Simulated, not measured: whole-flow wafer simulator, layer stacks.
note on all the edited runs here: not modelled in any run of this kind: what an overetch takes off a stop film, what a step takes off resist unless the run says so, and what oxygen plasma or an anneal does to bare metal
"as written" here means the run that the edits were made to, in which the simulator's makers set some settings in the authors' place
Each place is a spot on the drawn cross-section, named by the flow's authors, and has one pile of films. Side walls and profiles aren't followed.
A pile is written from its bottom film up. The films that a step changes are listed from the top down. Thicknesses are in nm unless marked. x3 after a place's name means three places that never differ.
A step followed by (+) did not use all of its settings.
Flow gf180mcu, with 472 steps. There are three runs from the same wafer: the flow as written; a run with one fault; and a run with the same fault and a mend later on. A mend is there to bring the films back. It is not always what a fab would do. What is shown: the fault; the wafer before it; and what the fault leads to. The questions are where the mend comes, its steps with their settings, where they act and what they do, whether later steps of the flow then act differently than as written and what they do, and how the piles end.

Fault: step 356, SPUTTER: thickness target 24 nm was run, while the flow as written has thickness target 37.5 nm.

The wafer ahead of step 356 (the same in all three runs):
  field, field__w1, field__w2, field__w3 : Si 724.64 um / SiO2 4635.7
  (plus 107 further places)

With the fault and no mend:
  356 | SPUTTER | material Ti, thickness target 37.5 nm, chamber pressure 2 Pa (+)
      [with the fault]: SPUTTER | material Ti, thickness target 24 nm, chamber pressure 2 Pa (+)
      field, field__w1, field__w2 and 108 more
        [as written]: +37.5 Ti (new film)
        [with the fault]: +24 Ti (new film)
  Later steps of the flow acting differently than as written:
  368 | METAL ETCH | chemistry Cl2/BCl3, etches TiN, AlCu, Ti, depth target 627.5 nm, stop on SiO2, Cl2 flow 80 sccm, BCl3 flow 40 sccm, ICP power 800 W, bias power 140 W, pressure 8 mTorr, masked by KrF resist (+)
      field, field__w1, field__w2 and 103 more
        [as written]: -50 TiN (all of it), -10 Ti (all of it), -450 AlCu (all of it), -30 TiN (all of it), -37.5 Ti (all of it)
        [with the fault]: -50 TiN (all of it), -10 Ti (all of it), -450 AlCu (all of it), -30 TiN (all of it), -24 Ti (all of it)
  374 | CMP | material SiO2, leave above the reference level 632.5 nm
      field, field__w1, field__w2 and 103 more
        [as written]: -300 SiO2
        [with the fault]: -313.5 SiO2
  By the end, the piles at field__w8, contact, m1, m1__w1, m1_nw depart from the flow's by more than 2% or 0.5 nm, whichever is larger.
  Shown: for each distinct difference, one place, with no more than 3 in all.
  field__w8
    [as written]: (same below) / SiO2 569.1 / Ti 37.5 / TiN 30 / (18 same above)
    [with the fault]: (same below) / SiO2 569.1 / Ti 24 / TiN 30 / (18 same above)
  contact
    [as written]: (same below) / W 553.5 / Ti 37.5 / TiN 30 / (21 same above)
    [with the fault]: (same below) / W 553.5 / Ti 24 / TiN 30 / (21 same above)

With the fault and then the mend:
  The mend follows step 356.
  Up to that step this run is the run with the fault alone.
  356a | SPUTTER | material Ti, thickness target 13.5 nm, chamber pressure 2 Pa (+) (a further turn of the flow's step 356, with different settings)
      field, field__w1, field__w2 and 108 more
        +13.5 Ti
  Every later step of the flow that is run acts as written at every place that is followed.
  By the end, the piles equal the flow's at every place that both follow.
